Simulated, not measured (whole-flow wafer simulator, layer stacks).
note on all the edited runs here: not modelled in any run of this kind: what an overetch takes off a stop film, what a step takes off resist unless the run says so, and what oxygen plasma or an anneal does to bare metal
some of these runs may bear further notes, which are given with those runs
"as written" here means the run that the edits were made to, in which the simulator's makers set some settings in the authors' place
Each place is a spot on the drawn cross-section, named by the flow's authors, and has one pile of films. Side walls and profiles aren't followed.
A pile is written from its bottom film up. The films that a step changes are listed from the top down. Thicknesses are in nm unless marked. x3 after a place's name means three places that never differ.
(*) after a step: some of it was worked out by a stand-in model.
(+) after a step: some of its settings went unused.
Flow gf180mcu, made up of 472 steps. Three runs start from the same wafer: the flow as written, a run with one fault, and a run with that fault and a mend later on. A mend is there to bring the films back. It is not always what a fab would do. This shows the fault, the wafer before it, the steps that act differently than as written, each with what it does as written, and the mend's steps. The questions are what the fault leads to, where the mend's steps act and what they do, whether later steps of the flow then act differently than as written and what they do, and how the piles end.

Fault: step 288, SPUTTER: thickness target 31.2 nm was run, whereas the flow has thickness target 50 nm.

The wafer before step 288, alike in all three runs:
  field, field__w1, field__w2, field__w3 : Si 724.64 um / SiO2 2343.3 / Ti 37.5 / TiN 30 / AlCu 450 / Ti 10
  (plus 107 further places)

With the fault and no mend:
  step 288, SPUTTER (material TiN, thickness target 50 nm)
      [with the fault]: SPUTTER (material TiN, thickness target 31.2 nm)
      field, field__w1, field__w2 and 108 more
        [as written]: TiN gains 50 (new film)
        [with the fault]: TiN gains 31.2 (new film)
  Steps later in the flow that act otherwise than as written (3 more steps, not shown, differ only slightly: by at most 2% or 0.5 nm, whichever is larger):
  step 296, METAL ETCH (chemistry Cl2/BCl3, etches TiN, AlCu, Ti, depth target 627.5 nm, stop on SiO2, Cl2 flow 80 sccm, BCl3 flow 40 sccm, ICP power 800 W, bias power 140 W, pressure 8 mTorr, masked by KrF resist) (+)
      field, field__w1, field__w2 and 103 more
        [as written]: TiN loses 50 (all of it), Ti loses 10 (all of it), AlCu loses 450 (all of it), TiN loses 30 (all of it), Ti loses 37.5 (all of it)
        [with the fault]: TiN loses 31.2 (all of it), Ti loses 10 (all of it), AlCu loses 450 (all of it), TiN loses 30 (all of it), Ti loses 37.5 (all of it)
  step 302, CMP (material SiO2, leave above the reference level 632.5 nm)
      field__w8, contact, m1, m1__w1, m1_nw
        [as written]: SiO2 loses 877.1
        [with the fault]: SiO2 loses 858.3
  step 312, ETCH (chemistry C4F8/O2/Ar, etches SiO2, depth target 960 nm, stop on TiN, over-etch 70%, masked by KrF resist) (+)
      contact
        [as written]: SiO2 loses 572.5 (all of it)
        [with the fault]: SiO2 loses 591.3 (all of it)
  The piles end different from the flow's at field__w8, contact, m1, m1__w1, m1_nw by more than 2% or 0.5 nm, whichever is larger.
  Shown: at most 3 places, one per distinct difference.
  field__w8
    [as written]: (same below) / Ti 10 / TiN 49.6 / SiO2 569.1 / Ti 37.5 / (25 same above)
    [with the fault]: (same below) / Ti 10 / TiN 30.8 / SiO2 587.9 / Ti 37.5 / (25 same above)
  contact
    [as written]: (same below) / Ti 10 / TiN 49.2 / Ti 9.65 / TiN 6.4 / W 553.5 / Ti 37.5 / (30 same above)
    [with the fault]: (same below) / Ti 10 / TiN 30.4 / Ti 9.55 / TiN 6.33 / W 572.5 / Ti 37.5 / (30 same above)

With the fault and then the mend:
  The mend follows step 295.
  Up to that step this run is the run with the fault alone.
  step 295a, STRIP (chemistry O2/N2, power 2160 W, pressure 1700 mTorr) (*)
      field__w8, contact, m1, m1__w1, m1_nw
        KrF resist loses 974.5 (all of it)
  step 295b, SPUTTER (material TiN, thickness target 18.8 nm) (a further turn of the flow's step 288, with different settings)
      field, field__w1, field__w2 and 108 more
        TiN gains 18.8
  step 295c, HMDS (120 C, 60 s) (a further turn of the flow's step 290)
      does not change any film at any place that is followed
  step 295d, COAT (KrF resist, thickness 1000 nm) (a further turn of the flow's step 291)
      field, field__w1, field__w2 and 108 more
        KrF resist gains 1000 (new film)
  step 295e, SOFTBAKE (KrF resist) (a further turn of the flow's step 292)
      does not change any film at any place that is followed
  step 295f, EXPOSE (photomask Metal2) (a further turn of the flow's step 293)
      does not change any film at any place that is followed
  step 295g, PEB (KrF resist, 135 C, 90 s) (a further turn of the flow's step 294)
      field, field__w1, field__w2 and 108 more
        KrF resist loses 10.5
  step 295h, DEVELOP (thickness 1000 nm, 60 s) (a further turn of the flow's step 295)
      field, field__w1, field__w2 and 103 more
        KrF resist loses 989.5 (all of it)
      field__w8, contact, m1, m1__w1, m1_nw
        KrF resist loses 14.9
  None of the later steps of the flow acts differently than as written at any place that is followed.
  At every place that both follow, the piles at the end match the flow's.
